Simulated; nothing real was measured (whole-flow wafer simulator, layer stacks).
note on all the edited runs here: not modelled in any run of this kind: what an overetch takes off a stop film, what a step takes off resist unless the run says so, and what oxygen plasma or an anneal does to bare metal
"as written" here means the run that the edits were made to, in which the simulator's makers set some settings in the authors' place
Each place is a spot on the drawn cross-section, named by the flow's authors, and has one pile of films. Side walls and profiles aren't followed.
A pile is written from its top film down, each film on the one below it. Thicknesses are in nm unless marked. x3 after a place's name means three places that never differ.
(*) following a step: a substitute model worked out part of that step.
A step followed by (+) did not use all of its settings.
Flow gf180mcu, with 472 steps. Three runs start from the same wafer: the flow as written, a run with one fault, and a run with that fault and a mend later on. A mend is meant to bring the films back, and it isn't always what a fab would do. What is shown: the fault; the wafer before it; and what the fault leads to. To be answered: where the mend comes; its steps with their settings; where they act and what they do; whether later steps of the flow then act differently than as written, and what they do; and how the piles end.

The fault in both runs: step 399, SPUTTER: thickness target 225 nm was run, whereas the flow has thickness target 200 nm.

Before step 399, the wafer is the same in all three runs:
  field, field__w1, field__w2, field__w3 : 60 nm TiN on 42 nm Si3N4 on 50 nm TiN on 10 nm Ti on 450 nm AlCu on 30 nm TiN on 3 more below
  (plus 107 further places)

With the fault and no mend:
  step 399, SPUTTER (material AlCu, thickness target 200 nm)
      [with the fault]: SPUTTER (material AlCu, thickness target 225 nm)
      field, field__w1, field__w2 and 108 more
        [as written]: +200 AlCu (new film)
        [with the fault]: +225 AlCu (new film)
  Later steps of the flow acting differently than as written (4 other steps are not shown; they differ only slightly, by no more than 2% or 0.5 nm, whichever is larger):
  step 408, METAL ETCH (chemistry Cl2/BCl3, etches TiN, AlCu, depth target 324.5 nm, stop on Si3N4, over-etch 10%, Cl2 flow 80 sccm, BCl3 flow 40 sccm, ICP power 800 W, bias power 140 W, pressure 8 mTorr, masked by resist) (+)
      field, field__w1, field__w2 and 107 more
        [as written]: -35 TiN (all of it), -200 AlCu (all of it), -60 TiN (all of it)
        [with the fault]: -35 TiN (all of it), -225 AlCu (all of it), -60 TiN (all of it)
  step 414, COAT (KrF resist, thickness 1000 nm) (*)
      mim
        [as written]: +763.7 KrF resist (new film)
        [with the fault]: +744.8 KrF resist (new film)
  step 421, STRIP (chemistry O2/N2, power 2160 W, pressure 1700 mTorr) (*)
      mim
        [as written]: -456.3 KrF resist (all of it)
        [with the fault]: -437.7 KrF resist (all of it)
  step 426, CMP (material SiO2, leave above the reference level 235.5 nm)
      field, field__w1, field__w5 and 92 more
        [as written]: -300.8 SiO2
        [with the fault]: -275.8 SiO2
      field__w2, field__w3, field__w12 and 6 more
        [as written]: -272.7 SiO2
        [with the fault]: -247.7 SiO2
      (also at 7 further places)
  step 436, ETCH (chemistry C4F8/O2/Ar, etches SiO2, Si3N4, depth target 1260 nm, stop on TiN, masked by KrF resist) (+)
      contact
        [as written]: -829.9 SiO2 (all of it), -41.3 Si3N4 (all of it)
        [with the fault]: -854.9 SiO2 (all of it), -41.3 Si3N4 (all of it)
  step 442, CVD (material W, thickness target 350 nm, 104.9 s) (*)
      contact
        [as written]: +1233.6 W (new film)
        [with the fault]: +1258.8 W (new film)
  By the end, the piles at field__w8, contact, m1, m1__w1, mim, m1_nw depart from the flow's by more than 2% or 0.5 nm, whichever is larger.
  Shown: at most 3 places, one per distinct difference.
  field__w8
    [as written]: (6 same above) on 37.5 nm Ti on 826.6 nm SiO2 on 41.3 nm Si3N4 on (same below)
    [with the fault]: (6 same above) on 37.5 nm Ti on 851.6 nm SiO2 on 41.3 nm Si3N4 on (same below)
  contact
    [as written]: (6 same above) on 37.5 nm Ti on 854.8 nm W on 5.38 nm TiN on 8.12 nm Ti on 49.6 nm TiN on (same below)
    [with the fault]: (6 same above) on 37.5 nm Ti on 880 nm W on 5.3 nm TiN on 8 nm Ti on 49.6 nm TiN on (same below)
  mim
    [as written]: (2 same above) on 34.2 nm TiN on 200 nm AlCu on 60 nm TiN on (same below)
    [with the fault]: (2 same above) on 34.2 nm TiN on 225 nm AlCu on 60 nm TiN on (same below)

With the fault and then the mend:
  The mend stands after step 399.
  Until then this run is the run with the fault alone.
  step 399a, METAL ETCH (chemistry Cl2/BCl3, etches TiN, AlCu, Ti, depth target 25 nm, Cl2 flow 80 sccm, BCl3 flow 40 sccm, ICP power 800 W, bias power 140 W, pressure 8 mTorr) (a further turn of the flow's step 260, with different settings)
      field, field__w1, field__w2 and 108 more
        -25 AlCu
  None of the later steps of the flow acts differently than as written at any place that is followed.
  By the end, the piles equal the flow's at every place that both follow.
